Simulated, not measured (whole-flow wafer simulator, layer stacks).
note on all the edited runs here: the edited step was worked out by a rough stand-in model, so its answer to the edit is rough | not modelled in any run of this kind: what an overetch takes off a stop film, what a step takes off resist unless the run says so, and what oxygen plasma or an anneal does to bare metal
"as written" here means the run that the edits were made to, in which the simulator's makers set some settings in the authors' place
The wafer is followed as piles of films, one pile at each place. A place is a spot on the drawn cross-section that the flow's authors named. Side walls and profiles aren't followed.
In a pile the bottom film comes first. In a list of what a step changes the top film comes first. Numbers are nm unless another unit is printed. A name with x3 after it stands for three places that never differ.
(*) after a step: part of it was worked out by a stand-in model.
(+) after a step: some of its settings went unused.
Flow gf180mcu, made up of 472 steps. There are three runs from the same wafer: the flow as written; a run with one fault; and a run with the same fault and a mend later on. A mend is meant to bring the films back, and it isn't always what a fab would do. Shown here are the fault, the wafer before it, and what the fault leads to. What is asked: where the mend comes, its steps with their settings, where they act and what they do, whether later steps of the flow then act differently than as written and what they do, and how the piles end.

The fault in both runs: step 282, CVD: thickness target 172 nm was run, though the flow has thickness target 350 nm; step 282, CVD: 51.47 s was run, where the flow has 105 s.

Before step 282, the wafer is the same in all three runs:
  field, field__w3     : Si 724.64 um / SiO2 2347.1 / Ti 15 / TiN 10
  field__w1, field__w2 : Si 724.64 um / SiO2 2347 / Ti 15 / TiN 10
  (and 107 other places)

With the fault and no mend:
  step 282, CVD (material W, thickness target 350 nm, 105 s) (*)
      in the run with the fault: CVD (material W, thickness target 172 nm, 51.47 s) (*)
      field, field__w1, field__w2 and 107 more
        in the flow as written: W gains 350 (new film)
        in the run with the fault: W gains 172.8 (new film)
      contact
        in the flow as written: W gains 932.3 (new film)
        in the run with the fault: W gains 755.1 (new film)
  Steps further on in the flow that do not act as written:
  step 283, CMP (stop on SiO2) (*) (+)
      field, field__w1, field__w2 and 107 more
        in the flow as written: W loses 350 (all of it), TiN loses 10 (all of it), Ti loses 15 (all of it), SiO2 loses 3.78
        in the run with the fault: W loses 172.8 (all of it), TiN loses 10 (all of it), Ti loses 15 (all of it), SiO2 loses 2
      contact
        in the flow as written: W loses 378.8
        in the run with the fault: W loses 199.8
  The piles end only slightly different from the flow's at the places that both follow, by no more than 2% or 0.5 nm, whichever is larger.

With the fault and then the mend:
  The mend follows step 282.
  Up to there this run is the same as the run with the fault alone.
  step 282a, CVD (material W, thickness target 178 nm, 53.42 s) (the flow's step 282 again, with other settings)
      field, field__w1, field__w2 and 108 more
        W gains 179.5
  Later steps of the flow that are run all act as written at every place that is followed, up to a difference of at most 2% or 0.5 nm, whichever is larger.
  The piles end only slightly different from the flow's at the places that both follow, by no more than 2% or 0.5 nm, whichever is larger.
